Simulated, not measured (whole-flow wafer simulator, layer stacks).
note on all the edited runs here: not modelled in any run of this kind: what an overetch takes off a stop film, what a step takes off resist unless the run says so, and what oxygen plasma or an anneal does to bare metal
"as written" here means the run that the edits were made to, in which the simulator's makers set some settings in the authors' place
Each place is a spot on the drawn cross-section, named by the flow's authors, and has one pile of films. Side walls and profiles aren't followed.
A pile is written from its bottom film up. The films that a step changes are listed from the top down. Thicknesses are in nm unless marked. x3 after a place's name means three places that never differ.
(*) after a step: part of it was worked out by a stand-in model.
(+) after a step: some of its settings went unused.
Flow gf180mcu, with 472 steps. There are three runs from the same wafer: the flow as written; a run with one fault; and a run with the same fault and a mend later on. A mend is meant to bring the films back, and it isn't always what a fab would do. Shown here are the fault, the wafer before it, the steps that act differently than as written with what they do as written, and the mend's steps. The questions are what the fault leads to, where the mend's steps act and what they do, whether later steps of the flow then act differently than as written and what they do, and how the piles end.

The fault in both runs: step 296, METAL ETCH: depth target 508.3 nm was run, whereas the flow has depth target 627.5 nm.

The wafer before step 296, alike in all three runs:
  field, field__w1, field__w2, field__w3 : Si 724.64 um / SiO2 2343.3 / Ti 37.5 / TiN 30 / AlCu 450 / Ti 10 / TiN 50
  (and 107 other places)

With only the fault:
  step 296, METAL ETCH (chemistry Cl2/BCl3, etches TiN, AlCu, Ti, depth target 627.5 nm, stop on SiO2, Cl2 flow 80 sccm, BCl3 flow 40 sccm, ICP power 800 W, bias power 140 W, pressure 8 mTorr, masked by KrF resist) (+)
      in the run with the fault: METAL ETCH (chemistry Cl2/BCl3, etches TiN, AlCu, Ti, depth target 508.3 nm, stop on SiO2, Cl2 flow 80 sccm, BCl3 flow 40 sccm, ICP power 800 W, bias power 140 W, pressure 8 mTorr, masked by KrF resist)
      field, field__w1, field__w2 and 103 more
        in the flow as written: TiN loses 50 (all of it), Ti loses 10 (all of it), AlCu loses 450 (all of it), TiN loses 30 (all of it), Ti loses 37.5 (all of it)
        in the run with the fault: TiN loses 50 (all of it), Ti loses 10 (all of it), AlCu loses 448.3
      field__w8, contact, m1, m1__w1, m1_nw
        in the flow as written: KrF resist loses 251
        in the run with the fault: KrF resist loses 203.3
  Steps further on in the flow that do not act as written:
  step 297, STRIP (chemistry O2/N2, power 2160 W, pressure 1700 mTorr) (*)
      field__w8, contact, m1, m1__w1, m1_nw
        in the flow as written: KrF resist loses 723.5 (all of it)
        in the run with the fault: KrF resist loses 771.2 (all of it)
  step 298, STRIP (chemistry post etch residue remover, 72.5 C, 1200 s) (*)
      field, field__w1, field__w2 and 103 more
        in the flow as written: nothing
        in the run with the fault: AlCu loses 1.7 (all of it), TiN loses 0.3
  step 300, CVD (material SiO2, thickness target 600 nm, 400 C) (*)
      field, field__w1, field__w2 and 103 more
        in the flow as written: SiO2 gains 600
        in the run with the fault: SiO2 gains 600 (new film)
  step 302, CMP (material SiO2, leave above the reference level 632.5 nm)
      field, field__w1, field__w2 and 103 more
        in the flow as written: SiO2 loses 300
        in the run with the fault: SiO2 loses 367.2
  The piles end different from the flow's at field, field__w1, field__w2 and 104 more by more than 2% or 0.5 nm, whichever is larger.
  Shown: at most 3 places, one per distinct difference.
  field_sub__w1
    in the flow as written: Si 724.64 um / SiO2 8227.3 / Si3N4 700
    in the run with the fault: Si 724.64 um / SiO2 2343.2 / Ti 37.5 / TiN 29.7 / SiO2 5816.8 / Si3N4 700
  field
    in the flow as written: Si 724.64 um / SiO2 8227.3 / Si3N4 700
    in the run with the fault: Si 724.64 um / SiO2 2343.3 / Ti 37.5 / TiN 29.7 / SiO2 5816.8 / Si3N4 700
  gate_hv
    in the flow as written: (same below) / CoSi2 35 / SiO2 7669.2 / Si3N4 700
    in the run with the fault: (same below) / CoSi2 35 / SiO2 1785.1 / Ti 37.5 / TiN 29.7 / SiO2 5816.8 / Si3N4 700

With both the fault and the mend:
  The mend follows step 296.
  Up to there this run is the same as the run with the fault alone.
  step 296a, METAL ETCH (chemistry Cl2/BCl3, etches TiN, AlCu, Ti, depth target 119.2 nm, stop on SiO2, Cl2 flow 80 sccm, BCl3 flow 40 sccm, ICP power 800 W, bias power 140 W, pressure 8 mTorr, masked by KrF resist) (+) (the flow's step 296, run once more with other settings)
      field, field__w1, field__w2 and 103 more
        AlCu loses 1.7 (all of it), TiN loses 30 (all of it), Ti loses 37.5 (all of it)
      field__w8, contact, m1, m1__w1, m1_nw
        KrF resist loses 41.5
  None of the later steps of the flow differs from how it acts as written, at any place that is followed, by more than 2% or 0.5 nm, whichever is larger.
  At every place that both follow, the piles at the end match the flow's.
